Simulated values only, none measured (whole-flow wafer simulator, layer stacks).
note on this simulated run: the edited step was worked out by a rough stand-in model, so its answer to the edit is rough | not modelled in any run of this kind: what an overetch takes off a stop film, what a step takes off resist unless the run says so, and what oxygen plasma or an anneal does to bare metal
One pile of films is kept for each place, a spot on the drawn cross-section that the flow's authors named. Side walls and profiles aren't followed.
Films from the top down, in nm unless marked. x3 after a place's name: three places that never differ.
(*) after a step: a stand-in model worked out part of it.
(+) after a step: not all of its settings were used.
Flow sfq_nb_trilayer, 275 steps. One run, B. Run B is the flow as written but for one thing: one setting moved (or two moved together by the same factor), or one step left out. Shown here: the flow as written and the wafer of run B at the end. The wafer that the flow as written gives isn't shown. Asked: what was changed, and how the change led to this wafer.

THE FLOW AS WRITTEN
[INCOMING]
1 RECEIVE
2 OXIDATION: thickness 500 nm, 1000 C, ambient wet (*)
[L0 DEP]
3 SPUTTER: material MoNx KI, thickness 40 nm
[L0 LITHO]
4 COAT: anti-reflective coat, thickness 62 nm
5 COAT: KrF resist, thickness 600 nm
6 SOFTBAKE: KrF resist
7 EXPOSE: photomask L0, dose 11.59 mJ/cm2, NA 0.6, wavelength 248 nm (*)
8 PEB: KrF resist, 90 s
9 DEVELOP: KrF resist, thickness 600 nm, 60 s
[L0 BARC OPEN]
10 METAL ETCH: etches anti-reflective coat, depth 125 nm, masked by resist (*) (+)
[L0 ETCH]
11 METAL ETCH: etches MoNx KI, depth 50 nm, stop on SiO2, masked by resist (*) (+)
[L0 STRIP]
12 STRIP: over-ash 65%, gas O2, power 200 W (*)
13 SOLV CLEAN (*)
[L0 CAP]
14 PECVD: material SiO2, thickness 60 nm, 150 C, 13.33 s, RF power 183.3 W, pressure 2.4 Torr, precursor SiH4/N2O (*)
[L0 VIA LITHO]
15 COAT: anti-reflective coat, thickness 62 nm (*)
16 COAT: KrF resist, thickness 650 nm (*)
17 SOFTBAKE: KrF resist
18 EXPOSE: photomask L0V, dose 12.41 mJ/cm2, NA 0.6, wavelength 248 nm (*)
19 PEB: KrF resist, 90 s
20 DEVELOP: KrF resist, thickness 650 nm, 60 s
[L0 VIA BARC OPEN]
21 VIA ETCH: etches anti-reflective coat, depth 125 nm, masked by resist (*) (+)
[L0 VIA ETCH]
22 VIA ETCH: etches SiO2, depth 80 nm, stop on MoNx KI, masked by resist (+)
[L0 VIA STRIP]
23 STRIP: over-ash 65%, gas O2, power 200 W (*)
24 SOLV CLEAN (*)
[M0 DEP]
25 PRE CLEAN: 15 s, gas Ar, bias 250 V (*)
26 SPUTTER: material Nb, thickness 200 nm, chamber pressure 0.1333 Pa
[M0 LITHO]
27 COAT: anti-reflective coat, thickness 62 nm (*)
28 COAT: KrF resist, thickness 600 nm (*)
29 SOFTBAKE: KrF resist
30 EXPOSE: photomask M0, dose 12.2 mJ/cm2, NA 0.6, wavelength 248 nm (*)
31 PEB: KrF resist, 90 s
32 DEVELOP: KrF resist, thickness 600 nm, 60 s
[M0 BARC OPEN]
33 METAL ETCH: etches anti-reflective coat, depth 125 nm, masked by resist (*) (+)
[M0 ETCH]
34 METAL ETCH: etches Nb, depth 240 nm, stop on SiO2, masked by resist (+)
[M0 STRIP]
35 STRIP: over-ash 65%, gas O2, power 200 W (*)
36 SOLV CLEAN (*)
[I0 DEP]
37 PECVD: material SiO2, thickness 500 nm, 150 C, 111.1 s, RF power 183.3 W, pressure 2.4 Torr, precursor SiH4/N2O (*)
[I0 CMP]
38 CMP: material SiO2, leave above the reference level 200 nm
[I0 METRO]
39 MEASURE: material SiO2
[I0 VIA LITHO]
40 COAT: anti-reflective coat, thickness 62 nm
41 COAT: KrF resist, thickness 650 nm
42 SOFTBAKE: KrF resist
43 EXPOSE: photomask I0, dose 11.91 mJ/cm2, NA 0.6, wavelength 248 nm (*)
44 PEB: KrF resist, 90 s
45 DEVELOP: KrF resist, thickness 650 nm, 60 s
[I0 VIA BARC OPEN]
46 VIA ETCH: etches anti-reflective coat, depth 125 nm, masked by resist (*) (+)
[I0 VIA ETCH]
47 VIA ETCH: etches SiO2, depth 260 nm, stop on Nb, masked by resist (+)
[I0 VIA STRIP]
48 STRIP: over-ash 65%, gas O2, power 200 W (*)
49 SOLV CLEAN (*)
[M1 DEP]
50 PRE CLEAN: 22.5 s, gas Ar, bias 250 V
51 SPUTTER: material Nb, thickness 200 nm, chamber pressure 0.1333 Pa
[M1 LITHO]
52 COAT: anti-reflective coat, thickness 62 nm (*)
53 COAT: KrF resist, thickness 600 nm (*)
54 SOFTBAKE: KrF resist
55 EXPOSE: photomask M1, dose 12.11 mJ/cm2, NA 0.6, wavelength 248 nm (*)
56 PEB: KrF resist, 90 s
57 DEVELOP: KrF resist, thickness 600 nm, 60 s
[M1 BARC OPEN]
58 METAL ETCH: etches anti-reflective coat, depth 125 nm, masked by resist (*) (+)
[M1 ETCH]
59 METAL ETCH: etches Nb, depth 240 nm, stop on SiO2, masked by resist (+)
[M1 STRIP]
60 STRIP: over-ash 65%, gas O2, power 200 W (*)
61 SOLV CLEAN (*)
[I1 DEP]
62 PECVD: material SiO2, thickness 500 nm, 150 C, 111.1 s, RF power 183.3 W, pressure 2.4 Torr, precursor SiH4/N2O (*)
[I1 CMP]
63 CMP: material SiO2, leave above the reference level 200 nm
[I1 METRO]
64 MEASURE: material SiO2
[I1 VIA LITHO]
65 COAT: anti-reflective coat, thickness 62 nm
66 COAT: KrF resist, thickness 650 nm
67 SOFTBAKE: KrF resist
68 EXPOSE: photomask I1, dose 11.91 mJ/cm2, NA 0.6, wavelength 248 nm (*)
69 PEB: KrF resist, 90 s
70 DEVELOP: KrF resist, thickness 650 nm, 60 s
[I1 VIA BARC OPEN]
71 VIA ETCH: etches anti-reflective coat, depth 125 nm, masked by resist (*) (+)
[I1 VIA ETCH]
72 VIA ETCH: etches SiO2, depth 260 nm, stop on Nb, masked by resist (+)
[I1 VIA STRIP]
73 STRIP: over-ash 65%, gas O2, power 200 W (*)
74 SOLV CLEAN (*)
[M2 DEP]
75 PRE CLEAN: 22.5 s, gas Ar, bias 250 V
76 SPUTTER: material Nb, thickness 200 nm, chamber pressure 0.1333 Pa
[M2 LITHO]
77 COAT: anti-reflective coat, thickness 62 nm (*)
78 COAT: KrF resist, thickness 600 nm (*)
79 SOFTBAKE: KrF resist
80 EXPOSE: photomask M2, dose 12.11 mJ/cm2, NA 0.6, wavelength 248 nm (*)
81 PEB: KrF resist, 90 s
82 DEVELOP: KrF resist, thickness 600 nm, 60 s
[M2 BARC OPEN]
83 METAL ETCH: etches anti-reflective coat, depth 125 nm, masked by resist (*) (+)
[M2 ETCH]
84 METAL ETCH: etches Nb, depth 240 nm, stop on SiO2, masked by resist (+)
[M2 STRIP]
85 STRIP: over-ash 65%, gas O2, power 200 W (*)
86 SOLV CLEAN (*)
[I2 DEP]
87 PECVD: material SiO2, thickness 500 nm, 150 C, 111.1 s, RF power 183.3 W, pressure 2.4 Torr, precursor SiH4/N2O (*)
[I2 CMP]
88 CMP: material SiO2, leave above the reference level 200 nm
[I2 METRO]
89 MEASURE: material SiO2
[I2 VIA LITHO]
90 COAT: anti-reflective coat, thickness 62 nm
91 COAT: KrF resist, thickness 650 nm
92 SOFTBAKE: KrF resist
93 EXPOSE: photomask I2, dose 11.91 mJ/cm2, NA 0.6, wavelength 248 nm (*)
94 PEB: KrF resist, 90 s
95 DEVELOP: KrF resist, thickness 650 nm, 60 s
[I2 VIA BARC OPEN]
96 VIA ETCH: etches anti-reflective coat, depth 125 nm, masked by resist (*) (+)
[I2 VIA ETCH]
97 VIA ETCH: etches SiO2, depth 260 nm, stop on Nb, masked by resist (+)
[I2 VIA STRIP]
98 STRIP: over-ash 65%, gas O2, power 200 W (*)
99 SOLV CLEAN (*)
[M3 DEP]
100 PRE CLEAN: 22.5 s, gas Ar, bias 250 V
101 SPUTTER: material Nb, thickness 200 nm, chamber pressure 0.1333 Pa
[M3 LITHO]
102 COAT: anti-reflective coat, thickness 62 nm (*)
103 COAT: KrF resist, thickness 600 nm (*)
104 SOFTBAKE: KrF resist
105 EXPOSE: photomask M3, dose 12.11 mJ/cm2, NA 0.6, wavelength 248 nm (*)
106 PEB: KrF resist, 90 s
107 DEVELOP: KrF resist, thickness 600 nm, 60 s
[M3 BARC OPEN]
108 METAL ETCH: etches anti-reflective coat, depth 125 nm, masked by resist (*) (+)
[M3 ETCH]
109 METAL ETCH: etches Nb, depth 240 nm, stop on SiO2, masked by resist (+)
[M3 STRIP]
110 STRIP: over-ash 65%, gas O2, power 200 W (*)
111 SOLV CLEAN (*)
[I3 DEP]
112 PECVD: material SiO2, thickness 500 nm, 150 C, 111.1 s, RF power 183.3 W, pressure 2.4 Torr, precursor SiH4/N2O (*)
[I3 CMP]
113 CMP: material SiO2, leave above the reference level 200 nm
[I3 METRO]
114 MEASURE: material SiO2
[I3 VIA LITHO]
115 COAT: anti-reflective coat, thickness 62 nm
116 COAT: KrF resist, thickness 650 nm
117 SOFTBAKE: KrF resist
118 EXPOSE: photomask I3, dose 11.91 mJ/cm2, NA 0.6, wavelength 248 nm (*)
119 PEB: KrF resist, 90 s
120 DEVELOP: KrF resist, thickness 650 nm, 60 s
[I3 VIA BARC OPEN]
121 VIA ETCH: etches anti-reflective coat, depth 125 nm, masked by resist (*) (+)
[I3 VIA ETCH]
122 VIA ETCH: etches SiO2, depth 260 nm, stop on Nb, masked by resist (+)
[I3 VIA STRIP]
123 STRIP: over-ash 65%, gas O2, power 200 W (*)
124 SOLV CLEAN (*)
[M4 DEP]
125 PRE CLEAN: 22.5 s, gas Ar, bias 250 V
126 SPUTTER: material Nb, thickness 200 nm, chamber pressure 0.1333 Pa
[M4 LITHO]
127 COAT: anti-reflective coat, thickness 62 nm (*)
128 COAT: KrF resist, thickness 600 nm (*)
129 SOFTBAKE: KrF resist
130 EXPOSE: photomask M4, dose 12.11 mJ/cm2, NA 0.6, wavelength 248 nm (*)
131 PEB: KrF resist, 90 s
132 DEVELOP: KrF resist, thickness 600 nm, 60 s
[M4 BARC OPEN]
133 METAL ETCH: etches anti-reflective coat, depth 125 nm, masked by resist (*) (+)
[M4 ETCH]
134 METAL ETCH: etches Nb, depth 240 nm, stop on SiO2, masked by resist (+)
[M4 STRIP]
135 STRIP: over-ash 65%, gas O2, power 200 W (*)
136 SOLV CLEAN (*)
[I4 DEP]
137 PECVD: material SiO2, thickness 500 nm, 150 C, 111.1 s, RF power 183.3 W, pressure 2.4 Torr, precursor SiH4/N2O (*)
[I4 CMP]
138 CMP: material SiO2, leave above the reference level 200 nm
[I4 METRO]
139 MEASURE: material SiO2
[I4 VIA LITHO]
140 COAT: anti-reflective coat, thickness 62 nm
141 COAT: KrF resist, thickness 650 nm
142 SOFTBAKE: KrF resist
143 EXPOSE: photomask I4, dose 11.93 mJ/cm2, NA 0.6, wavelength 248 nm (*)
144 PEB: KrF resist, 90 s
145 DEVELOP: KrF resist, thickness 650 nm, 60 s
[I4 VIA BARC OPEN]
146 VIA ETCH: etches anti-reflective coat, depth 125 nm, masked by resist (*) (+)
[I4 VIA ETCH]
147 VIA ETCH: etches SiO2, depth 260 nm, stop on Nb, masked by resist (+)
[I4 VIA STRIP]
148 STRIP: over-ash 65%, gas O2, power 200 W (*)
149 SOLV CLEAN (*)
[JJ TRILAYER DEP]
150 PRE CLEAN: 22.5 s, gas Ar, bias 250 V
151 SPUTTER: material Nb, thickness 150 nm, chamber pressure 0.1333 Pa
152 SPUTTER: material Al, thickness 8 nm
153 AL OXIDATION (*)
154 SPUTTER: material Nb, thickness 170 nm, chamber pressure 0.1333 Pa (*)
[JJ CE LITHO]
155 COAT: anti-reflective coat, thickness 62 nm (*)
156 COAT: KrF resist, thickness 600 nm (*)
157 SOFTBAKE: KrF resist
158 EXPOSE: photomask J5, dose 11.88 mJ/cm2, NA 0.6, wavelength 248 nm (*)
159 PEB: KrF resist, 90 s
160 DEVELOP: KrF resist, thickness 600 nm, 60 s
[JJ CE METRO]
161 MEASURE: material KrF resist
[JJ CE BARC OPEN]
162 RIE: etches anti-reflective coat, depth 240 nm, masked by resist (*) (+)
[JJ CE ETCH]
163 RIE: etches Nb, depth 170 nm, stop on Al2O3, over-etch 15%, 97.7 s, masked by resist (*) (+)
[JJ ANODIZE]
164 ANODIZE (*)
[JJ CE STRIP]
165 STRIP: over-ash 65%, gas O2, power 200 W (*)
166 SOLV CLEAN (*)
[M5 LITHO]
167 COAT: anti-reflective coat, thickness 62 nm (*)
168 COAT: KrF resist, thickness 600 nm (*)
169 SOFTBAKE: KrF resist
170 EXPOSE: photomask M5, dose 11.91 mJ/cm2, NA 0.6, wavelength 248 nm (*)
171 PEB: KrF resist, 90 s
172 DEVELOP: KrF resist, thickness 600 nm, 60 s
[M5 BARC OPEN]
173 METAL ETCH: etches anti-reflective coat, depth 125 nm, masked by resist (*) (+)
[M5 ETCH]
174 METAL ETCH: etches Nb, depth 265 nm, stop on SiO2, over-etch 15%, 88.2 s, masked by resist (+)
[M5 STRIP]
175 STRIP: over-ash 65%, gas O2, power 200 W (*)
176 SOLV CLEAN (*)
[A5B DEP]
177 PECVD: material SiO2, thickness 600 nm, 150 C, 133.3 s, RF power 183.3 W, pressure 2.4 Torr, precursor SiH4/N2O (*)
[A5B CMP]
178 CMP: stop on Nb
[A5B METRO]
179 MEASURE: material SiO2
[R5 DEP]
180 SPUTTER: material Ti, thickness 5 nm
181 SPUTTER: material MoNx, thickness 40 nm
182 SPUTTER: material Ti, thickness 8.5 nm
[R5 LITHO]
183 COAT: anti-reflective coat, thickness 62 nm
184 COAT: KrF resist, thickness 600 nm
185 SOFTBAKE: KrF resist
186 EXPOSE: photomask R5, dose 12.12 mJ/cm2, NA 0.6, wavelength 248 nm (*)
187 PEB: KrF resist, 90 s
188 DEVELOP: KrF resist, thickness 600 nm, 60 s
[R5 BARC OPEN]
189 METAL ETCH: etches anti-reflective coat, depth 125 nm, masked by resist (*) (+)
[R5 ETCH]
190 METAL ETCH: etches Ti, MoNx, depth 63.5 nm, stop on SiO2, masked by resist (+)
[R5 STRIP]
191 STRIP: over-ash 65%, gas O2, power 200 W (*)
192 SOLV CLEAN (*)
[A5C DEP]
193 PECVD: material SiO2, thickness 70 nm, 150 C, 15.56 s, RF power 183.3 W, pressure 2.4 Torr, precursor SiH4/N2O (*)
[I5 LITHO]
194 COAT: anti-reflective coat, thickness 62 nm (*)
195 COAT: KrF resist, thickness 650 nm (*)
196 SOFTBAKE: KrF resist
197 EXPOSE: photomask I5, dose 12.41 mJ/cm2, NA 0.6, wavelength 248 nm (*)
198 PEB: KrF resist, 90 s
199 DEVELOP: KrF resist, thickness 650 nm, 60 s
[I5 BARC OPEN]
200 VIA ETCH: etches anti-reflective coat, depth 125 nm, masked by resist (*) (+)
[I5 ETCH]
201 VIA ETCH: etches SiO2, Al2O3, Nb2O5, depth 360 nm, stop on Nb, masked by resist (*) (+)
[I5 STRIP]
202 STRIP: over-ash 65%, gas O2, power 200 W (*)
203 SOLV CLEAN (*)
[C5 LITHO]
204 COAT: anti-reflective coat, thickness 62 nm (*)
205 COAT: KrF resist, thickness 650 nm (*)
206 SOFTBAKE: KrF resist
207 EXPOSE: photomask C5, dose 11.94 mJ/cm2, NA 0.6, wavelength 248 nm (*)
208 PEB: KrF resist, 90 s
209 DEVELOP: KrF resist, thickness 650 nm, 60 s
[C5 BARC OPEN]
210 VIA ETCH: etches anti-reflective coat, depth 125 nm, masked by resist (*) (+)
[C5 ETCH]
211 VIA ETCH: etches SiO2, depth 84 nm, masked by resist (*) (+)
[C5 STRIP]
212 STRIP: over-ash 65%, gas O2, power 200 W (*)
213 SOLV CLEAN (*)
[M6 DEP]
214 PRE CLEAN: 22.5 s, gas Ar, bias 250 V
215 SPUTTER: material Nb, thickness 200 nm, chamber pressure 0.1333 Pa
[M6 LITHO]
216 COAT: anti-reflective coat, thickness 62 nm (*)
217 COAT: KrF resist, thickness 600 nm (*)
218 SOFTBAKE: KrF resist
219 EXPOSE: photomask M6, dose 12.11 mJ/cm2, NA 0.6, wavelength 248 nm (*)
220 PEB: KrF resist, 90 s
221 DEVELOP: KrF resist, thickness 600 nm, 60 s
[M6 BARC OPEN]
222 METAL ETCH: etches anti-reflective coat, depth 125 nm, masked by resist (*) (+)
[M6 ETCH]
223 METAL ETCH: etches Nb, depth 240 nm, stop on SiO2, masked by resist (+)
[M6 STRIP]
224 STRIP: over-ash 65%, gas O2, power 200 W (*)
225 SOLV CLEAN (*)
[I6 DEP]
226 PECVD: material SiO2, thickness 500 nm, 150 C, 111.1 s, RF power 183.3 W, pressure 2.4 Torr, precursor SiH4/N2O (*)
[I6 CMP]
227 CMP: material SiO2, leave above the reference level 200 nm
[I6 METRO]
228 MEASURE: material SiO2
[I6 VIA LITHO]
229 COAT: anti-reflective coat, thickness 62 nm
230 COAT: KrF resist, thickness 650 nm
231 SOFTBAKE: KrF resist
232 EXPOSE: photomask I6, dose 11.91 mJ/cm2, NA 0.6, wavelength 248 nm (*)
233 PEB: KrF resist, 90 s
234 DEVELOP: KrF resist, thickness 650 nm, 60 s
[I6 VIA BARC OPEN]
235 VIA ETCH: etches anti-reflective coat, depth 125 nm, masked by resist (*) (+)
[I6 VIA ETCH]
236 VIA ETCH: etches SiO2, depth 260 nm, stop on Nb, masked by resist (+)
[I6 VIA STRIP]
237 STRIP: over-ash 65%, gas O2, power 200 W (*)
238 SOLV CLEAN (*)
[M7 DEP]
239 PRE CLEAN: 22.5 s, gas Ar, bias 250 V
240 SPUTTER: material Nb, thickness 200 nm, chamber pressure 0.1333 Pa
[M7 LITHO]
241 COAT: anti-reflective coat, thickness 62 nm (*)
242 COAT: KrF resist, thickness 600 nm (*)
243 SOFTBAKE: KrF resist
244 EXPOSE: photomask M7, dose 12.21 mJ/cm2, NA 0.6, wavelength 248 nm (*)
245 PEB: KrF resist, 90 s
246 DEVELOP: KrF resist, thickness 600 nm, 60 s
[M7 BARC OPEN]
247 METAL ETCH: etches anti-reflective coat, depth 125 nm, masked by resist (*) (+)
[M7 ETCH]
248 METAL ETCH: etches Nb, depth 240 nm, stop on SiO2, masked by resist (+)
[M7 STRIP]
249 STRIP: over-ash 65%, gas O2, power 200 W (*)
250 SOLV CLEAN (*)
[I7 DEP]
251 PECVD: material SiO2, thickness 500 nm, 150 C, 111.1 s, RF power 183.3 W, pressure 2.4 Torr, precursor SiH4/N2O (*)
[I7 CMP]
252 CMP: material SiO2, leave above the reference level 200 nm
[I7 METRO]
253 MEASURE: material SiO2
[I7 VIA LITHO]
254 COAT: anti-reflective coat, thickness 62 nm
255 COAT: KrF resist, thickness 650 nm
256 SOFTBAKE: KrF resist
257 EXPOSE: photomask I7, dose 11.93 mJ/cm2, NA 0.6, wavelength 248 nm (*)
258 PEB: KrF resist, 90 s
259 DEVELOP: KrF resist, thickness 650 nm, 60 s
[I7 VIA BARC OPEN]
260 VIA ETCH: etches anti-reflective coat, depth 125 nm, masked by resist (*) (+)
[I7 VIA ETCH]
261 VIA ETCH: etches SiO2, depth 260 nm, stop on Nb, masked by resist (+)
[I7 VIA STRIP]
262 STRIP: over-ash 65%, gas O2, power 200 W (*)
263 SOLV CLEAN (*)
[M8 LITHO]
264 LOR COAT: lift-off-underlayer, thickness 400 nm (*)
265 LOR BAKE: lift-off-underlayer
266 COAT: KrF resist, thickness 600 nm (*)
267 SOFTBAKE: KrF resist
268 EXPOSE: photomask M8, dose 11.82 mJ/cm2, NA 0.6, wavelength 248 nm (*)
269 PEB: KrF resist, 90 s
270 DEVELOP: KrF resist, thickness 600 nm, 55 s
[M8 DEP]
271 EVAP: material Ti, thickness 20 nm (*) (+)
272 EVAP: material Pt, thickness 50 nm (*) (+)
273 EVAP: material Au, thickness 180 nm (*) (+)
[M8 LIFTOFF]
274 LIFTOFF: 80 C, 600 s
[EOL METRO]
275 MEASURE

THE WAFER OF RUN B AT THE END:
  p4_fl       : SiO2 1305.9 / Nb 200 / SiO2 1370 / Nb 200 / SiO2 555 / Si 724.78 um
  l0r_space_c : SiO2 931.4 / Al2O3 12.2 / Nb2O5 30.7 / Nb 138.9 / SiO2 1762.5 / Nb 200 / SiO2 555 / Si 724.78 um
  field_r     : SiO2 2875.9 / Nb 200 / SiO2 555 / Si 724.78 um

The cause: step 154, SPUTTER: thickness 100 nm was run, where the flow has thickness 170 nm.

How the change led to this, step by step:
  154 SPUTTER: material Nb, thickness 170 nm, chamber pressure 0.1333 Pa (*)
      field_l, v_sur, via_sp and 100 more: Nb +100 (new film) (as written it would be: Nb +170 (new film))
      via_wl, via_wr: Nb +82.6 (new film) (as written it would be: Nb +140.7 (new film))
      (and at 1 more place)
  155 COAT: anti-reflective coat, thickness 62 nm (*)
      via_wl, via_wr: anti-reflective coat +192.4 (new film) (as written it would be: anti-reflective coat +209.4 (new film))
      via_w: anti-reflective coat +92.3 (new film) (as written it would be: anti-reflective coat +97.4 (new film))
  162 RIE: etches anti-reflective coat, depth 240 nm, masked by resist (*) (+)
      ce_l, c5j, ce_r, wl_jj: KrF resist -192.4 (as written it would be: KrF resist -209.4)
      via_wl, via_wr: anti-reflective coat -192.4 (all of it) (as written it would be: anti-reflective coat -209.4 (all of it))
      (and at 1 more place)
  163 RIE: etches Nb, depth 170 nm, stop on Al2O3, over-etch 15%, 97.7 s, masked by resist (*) (+)
      field_l, v_sur, via_sp and 96 more: Nb -100 (all of it), Al2O3 -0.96 (all of it) (as written it would be: Nb -170 (all of it), Al2O3 -0.51)
      via_wl, via_wr: Nb -82.6 (all of it), Al2O3 -0.96 (all of it) (as written it would be: Nb -140.7 (all of it), Al2O3 -0.96 (all of it))
      (and at 1 more place)
  164 ANODIZE (*)
      field_l, v_sur, via_sp and 96 more: Al2O3 +12.2 (new film), Nb2O5 +30.7 (new film), Al -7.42 (all of it), Nb -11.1 (as written it would be: Al2O3 +12.2, Nb2O5 +29.9 (new film), Al -7.42 (all of it), Nb -10.8)
  165 STRIP: over-ash 65%, gas O2, power 200 W (*)
      ce_l: KrF resist -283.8 (all of it), anti-reflective coat -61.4 (all of it) (as written it would be: KrF resist -266.8 (all of it), anti-reflective coat -61.4 (all of it))
      c5j: KrF resist -283.8 (all of it), anti-reflective coat -61.5 (all of it) (as written it would be: KrF resist -266.9 (all of it), anti-reflective coat -61.5 (all of it))
      (and at 2 more places)
  167 COAT: anti-reflective coat, thickness 62 nm (*)
      wl_j_sl, wl_j_sr: anti-reflective coat +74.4 (new film) (as written it would be: anti-reflective coat +83.3 (new film))
      gap: anti-reflective coat +60.9 (new film) (as written it would be: anti-reflective coat +58.9 (new film))
      (and at 8 more places)
  168 COAT: KrF resist, thickness 600 nm (*)
      ce_l: KrF resist +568 (new film) (as written it would be: KrF resist +528.3 (new film))
      c5j: KrF resist +552.5 (new film) (as written it would be: KrF resist +507.6 (new film))
      (and at 2 more places)
  173 METAL ETCH: etches anti-reflective coat, depth 125 nm, masked by resist (*) (+)
      wl_a_sl: anti-reflective coat -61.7 (all of it) (as written it would be: anti-reflective coat -59.7 (all of it), Al2O3 -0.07)
  174 METAL ETCH: etches Nb, depth 265 nm, stop on SiO2, over-etch 15%, 88.2 s, masked by resist (+)
      field_l, r_sur, res and 50 more: Al2O3 -12.2 (all of it), Nb2O5 -30.7 (all of it), Nb -138.9 (all of it), SiO2 -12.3 (as written it would be: Al2O3 -12.6 (all of it), Nb2O5 -29.9 (all of it), Nb -139.2 (all of it), SiO2 -12.3)
  175 STRIP: over-ash 65%, gas O2, power 200 W (*)
      gap: KrF resist -375.5 (all of it), anti-reflective coat -60.9 (all of it) (as written it would be: KrF resist -383.4 (all of it), anti-reflective coat -58.9 (all of it))
      jj_sur: KrF resist -370.2 (all of it), anti-reflective coat -73.6 (all of it) (as written it would be: KrF resist -374.7 (all of it), anti-reflective coat -82.6 (all of it))
      (and at 8 more places)
  178 CMP: stop on Nb
      v_sur, via_sp, via_v and 43 more: SiO2 -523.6 (as written it would be: SiO2 -453.5)
      field_l, p4_fl, p4_fm and 39 more: SiO2 -329.3 (as written it would be: SiO2 -259.3)
      (and at 14 more places)
  201 VIA ETCH: etches SiO2, Al2O3, Nb2O5, depth 360 nm, stop on Nb, masked by resist (*) (+)
      be: SiO2 -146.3 (all of it), Al2O3 -12.2 (all of it), Nb2O5 -30.7 (all of it) (as written it would be: SiO2 -216.4 (all of it), Al2O3 -12.7 (all of it), Nb2O5 -29.9 (all of it))
  204 COAT: anti-reflective coat, thickness 62 nm (*)
      wire: anti-reflective coat +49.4 (new film) (as written it would be: anti-reflective coat +47.4 (new film))
      be: anti-reflective coat +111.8 (new film) (as written it would be: anti-reflective coat +122.2 (new film))
      (and at 1 more place)
  205 COAT: KrF resist, thickness 650 nm (*)
      be: KrF resist +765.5 (new film) (as written it would be: KrF resist +815.3 (new film))
  212 STRIP: over-ash 65%, gas O2, power 200 W (*)
      wire: KrF resist -559.7 (all of it), anti-reflective coat -49.4 (all of it) (as written it would be: KrF resist -555.8 (all of it), anti-reflective coat -47.4 (all of it))
      be: KrF resist -678.3 (all of it), anti-reflective coat -111.8 (all of it) (as written it would be: KrF resist -728.2 (all of it), anti-reflective coat -122.2 (all of it))
      (and at 1 more place)
  ... 4 more steps ...
  226 PECVD: material SiO2, thickness 500 nm, 150 C, 111.1 s, RF power 183.3 W, pressure 2.4 Torr, precursor SiH4/N2O (*)
      be: SiO2 +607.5 (new film) (as written it would be: SiO2 +693.5 (new film))
